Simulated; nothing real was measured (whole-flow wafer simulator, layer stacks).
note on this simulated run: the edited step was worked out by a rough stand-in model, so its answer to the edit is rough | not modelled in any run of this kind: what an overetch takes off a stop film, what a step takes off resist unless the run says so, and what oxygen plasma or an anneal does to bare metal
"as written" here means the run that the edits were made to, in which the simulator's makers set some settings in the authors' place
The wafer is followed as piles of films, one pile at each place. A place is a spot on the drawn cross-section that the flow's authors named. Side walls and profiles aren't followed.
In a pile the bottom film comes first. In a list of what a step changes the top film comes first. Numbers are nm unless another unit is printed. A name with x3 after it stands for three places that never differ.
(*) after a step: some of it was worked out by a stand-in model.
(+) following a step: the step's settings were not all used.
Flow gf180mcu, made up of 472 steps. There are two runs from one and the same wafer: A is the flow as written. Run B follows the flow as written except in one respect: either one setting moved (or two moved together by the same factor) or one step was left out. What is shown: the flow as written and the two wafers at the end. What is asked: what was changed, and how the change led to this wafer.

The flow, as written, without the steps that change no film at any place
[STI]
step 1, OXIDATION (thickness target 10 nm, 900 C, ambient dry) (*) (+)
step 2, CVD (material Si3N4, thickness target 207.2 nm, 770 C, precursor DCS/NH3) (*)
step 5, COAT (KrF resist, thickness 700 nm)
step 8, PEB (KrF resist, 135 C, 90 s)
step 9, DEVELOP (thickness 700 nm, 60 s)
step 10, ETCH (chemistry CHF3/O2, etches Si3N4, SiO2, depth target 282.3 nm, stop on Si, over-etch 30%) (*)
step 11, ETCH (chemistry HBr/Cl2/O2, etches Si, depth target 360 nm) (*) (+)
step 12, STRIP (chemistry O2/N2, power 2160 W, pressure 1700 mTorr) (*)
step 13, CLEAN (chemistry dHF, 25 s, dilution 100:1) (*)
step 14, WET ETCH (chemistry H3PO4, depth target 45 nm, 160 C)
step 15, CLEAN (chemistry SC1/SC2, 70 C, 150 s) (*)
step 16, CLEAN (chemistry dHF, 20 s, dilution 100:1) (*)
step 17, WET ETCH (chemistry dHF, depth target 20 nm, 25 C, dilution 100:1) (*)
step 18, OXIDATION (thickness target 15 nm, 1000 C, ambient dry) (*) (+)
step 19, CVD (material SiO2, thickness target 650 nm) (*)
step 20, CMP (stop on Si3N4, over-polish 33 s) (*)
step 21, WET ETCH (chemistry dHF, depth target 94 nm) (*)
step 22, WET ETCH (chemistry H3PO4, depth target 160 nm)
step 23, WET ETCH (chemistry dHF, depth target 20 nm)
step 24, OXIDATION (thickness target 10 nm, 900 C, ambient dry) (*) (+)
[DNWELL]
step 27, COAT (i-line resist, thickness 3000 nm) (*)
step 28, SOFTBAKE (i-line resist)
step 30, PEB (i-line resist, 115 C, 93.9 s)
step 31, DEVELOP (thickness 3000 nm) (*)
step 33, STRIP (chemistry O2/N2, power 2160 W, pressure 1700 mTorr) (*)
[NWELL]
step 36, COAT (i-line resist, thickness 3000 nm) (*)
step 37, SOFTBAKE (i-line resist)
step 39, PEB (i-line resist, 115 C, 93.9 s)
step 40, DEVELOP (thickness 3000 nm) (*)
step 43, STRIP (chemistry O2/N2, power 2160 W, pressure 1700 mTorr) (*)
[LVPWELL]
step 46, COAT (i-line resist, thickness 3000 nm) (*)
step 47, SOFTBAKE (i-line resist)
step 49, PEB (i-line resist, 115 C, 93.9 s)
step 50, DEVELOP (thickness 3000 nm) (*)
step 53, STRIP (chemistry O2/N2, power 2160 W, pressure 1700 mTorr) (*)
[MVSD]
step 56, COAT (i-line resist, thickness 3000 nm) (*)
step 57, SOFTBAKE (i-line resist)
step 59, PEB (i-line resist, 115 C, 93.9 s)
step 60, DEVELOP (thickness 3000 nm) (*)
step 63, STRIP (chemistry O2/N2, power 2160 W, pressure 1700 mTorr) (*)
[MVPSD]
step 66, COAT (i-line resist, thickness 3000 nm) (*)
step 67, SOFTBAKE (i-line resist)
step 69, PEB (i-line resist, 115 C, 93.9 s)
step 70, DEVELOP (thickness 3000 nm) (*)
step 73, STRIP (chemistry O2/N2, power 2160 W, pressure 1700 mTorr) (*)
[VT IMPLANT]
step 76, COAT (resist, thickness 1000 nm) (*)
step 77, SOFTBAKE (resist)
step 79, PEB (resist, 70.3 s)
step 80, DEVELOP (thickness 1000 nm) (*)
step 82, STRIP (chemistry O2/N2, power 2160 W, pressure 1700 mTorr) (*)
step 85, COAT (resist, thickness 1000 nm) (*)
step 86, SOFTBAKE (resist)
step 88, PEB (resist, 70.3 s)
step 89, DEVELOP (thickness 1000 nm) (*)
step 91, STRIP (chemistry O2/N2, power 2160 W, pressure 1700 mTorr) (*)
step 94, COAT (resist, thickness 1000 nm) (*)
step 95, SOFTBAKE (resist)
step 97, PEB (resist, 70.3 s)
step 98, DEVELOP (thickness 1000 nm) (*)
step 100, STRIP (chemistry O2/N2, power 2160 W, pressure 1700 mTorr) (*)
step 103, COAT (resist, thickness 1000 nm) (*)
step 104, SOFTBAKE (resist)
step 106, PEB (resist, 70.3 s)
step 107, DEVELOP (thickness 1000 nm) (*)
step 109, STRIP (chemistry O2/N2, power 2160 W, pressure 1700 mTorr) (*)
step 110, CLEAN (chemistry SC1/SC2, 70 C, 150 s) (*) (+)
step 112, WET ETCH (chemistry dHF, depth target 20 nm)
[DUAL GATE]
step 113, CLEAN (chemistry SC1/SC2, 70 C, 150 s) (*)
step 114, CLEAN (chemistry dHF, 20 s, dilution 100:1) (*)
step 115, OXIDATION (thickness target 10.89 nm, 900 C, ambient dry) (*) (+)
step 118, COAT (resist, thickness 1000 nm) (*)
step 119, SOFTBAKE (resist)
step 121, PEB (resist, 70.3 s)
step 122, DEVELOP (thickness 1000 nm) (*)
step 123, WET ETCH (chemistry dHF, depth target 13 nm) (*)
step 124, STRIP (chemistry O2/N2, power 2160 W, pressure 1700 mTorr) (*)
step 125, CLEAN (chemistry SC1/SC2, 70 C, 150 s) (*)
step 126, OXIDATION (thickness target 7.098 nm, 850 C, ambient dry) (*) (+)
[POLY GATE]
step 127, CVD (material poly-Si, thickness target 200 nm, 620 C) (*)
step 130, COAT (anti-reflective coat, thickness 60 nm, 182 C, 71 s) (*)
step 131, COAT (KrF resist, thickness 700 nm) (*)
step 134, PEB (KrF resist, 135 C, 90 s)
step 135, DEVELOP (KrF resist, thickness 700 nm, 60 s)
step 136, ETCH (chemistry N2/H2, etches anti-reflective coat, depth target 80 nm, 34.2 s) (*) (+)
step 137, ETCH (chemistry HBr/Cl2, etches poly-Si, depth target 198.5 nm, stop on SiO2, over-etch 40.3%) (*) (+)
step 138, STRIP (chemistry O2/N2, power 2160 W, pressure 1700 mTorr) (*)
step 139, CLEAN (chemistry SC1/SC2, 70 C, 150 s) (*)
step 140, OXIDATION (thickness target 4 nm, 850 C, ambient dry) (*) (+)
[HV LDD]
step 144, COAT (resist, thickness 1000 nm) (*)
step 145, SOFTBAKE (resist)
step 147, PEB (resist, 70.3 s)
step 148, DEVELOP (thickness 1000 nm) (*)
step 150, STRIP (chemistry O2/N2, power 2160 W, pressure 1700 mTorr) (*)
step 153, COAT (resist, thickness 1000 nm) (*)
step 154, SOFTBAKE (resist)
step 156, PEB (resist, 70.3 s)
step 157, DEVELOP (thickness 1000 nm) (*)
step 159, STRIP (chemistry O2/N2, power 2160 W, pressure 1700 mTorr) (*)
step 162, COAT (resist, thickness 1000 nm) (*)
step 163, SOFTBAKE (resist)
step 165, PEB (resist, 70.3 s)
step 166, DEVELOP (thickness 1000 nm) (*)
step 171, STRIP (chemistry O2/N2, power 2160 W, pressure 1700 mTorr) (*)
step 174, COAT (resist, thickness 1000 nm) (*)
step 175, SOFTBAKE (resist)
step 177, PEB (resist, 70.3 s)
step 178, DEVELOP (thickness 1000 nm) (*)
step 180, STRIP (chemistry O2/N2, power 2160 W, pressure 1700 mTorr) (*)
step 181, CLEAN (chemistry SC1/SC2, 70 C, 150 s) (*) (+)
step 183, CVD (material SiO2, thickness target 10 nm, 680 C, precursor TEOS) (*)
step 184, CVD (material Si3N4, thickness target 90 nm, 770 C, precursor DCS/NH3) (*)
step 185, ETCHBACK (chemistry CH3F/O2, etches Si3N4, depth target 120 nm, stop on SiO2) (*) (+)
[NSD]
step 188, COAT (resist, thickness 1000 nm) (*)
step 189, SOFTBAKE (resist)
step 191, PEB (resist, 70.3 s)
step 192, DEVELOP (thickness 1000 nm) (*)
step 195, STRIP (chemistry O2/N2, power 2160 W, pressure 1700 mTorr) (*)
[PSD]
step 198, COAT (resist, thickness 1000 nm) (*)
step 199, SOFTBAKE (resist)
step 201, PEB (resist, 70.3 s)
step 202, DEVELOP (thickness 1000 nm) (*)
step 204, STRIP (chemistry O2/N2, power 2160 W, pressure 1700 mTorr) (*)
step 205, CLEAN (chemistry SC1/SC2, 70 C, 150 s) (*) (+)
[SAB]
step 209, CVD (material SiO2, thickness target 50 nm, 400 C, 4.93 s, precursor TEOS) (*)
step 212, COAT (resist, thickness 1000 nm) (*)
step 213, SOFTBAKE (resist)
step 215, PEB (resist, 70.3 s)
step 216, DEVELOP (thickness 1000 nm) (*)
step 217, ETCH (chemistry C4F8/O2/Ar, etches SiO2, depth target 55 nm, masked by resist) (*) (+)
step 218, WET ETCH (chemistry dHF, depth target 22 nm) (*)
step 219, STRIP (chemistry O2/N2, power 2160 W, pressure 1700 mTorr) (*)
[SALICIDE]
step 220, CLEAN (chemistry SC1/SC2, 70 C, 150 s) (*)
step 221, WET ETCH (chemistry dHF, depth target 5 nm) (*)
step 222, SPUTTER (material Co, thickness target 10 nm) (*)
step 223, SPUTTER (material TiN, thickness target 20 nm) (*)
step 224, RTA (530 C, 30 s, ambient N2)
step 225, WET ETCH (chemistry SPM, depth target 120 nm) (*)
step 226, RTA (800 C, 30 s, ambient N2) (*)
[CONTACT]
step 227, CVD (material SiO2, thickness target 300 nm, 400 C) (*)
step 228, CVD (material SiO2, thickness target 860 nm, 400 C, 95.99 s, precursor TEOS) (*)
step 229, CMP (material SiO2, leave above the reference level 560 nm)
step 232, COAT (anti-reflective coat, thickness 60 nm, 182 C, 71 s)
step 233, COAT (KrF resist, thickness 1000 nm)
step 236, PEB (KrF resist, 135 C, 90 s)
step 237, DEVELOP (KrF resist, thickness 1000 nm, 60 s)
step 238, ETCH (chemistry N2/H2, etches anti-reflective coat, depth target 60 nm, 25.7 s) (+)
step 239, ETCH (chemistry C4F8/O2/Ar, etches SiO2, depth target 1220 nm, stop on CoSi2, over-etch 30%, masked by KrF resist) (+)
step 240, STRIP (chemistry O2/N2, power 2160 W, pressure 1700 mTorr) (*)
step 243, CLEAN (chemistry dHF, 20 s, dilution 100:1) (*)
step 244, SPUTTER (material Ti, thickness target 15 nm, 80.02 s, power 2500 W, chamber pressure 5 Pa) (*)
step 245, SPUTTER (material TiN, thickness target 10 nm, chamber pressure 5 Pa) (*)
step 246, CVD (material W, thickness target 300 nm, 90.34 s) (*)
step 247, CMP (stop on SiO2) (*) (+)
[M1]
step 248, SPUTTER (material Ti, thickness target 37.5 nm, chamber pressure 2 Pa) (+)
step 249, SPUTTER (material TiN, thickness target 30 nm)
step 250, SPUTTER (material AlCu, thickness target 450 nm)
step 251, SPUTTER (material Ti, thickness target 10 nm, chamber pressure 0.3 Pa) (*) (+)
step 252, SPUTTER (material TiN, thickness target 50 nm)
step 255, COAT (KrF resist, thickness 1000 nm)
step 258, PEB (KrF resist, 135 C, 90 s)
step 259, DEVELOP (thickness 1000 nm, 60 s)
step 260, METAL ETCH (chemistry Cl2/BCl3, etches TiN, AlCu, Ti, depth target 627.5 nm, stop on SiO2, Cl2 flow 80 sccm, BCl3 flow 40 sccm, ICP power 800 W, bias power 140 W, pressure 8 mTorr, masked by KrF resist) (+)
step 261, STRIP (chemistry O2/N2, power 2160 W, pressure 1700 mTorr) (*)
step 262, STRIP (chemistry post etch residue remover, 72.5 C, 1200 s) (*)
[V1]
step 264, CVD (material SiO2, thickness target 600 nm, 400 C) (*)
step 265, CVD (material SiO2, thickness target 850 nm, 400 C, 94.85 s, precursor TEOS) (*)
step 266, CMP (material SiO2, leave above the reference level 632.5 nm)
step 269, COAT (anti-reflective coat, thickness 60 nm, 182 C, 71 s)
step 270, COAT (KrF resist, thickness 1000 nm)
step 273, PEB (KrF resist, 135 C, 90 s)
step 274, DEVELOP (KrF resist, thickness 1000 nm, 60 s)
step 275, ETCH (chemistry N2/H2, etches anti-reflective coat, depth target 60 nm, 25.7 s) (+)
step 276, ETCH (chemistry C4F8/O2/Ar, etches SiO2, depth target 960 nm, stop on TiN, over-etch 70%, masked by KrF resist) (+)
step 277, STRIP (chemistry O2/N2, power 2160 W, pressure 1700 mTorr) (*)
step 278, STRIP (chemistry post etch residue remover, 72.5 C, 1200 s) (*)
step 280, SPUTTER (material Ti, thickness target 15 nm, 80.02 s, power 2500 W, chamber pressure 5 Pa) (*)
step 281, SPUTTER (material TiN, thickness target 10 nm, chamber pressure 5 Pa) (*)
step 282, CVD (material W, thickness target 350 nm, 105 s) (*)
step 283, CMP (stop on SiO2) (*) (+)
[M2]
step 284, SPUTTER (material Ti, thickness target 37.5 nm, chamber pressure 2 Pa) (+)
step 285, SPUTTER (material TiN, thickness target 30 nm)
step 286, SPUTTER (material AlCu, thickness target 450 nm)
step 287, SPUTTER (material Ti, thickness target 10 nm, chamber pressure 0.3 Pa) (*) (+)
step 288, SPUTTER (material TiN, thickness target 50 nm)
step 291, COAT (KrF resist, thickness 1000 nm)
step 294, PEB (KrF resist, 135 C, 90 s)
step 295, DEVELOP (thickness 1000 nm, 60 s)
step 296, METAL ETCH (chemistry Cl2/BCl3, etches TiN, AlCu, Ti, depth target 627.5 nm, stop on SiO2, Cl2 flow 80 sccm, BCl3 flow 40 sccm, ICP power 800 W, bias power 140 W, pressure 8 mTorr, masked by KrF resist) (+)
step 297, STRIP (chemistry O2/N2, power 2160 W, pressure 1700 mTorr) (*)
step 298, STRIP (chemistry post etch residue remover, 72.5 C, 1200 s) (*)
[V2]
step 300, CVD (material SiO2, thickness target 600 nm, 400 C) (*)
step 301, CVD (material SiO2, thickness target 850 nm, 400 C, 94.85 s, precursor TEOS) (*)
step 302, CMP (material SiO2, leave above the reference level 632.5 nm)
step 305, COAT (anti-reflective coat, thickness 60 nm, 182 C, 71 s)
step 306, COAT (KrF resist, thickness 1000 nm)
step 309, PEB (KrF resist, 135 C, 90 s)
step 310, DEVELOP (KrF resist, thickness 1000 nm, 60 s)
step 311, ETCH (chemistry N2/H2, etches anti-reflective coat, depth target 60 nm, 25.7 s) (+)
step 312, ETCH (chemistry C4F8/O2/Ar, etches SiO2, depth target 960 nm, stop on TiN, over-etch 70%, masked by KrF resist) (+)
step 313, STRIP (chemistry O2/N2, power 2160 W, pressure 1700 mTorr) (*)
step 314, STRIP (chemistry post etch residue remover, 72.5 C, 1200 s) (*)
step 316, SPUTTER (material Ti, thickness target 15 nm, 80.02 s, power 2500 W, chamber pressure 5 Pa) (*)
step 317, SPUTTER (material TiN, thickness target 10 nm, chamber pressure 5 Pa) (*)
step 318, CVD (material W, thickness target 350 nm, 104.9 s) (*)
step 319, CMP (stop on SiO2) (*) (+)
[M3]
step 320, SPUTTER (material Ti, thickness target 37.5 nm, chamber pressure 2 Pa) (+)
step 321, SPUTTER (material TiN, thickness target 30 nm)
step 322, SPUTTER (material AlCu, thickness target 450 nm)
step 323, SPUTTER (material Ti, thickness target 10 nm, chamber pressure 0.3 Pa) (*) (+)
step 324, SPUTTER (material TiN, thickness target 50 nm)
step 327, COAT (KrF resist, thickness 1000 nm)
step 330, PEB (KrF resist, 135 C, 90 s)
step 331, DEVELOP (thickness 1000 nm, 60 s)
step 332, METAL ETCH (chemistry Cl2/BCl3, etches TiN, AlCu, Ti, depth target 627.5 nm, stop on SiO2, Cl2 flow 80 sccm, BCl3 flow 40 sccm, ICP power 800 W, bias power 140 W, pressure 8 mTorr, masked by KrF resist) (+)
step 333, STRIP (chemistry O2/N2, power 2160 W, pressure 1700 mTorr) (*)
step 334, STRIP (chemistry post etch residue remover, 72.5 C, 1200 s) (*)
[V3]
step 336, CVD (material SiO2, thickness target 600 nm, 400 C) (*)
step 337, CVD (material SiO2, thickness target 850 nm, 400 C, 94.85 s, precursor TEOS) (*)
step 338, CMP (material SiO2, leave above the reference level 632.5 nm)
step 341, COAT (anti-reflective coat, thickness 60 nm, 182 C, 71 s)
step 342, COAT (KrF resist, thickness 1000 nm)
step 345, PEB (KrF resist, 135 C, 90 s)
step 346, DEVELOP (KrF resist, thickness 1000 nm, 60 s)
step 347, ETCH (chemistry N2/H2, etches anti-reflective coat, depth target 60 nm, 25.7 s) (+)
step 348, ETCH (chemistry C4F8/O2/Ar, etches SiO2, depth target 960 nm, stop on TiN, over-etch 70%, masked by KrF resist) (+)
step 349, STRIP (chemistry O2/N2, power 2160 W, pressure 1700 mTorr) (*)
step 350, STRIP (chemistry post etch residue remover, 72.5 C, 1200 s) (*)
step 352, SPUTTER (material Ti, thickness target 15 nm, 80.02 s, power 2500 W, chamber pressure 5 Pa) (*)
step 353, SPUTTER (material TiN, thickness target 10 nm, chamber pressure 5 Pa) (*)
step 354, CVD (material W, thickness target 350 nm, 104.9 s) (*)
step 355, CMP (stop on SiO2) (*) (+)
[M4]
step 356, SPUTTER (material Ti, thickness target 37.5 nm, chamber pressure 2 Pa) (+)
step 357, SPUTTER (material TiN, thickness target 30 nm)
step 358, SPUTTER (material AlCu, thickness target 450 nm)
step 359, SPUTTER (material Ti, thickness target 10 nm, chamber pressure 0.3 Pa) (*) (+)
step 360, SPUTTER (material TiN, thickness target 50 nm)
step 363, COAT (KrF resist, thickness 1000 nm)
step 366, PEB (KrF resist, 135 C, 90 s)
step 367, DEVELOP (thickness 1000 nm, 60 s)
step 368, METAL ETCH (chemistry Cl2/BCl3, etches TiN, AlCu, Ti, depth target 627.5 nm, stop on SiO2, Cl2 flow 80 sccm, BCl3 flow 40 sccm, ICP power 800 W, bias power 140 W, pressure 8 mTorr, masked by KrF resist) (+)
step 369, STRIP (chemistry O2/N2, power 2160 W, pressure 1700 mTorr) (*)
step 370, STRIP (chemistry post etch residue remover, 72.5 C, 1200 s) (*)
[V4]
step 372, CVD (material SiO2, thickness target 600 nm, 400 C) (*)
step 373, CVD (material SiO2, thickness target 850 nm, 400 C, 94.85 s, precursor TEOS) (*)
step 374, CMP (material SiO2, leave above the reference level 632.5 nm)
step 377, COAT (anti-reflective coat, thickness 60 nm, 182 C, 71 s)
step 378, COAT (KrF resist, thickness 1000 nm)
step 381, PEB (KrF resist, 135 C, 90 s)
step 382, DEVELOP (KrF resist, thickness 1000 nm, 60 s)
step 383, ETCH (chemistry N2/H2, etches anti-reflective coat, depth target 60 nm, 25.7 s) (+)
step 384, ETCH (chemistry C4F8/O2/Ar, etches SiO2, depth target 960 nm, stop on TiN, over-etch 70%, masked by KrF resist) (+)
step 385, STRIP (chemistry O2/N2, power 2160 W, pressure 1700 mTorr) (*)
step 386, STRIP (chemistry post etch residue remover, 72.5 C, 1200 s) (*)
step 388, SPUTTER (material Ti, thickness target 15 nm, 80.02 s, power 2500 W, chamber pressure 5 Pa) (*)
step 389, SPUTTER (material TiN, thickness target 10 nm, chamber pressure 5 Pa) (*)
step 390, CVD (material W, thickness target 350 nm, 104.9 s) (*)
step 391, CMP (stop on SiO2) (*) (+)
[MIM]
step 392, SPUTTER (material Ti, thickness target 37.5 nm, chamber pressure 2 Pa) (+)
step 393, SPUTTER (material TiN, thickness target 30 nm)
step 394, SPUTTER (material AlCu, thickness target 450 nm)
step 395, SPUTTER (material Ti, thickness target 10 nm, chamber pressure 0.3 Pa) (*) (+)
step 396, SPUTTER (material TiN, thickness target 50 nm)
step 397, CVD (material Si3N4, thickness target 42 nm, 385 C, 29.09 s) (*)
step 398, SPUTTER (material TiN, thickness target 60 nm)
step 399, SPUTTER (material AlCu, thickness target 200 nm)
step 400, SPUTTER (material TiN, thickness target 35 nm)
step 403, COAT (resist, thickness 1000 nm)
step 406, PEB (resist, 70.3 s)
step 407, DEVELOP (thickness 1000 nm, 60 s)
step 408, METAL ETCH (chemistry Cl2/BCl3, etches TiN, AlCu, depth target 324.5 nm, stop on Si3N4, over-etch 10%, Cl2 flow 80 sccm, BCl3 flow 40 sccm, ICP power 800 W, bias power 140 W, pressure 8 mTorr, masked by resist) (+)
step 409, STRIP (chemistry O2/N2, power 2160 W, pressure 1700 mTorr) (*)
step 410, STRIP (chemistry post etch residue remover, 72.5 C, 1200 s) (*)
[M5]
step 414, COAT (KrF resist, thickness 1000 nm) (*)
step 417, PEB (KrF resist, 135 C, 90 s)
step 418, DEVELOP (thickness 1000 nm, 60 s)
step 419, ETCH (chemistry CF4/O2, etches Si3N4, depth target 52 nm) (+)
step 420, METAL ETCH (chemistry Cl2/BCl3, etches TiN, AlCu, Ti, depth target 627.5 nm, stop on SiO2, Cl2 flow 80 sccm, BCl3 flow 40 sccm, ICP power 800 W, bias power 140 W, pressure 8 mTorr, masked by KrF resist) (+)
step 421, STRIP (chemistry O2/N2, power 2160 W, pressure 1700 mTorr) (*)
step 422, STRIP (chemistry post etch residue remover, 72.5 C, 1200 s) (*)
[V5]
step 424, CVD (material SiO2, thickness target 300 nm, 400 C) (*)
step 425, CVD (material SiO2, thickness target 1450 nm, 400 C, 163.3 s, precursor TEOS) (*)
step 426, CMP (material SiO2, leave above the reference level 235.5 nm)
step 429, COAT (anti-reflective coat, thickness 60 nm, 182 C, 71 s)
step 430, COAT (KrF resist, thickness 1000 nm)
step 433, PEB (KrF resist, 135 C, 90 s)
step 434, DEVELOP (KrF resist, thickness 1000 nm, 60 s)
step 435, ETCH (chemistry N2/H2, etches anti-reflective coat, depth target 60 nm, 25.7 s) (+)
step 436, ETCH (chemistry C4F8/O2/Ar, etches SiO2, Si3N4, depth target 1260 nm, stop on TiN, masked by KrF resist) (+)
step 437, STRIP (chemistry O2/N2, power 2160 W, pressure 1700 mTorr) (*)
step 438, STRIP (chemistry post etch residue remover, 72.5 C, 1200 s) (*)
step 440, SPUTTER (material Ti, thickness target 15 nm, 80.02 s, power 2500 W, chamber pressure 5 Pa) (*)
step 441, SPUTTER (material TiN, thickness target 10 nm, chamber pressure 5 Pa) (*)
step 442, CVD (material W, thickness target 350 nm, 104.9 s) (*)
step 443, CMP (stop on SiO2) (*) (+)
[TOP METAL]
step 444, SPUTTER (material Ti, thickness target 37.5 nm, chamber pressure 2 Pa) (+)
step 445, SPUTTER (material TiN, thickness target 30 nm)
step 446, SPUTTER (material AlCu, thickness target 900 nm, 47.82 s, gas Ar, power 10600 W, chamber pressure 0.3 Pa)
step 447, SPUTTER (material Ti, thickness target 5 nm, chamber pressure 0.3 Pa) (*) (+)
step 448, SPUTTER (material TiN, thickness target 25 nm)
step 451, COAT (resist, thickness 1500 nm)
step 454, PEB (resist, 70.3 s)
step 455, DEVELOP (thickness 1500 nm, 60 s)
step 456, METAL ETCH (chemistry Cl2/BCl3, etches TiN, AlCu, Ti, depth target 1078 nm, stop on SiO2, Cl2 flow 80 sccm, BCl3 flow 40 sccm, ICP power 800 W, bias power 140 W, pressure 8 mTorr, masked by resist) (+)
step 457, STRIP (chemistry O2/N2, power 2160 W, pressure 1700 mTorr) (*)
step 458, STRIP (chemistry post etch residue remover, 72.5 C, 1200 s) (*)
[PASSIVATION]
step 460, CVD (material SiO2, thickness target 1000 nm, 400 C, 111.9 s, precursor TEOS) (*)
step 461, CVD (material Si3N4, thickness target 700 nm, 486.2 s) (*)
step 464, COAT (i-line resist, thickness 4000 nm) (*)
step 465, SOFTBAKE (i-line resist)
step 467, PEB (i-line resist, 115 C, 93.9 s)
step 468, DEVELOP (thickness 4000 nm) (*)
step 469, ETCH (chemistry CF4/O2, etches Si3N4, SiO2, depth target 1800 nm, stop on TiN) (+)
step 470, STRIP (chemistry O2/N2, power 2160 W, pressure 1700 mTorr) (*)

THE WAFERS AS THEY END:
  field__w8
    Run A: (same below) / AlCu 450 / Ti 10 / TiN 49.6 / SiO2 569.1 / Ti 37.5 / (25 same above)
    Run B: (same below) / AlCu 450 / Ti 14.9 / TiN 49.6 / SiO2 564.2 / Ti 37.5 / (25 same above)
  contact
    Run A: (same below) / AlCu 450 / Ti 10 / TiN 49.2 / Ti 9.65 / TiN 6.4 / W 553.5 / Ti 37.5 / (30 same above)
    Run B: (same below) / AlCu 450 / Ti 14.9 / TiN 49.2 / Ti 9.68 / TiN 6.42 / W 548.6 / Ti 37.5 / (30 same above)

What caused this: step 287, SPUTTER: thickness target 14.9 nm was run, while the flow as written has thickness target 10 nm.
The wafer itself shows it: field__w8 has Ti 14.9, and step 287 as written asks for 10 nm.

The path from the change to this, step by step:
  step 287, SPUTTER (material Ti, thickness target 10 nm, chamber pressure 0.3 Pa) (*) (+)
      field, field__w1, field__w2 and 108 more: A Ti gains 10 (new film) | B Ti gains 14.9 (new film)
  step 296, METAL ETCH (chemistry Cl2/BCl3, etches TiN, AlCu, Ti, depth target 627.5 nm, stop on SiO2, Cl2 flow 80 sccm, BCl3 flow 40 sccm, ICP power 800 W, bias power 140 W, pressure 8 mTorr, masked by KrF resist) (+)
      field, field__w1, field__w2 and 103 more: A TiN loses 50 (all of it), Ti loses 10 (all of it), AlCu loses 450 (all of it), TiN loses 30 (all of it), Ti loses 37.5 (all of it) | B TiN loses 50 (all of it), Ti loses 14.9 (all of it), AlCu loses 450 (all of it), TiN loses 30 (all of it), Ti loses 37.5 (all of it)
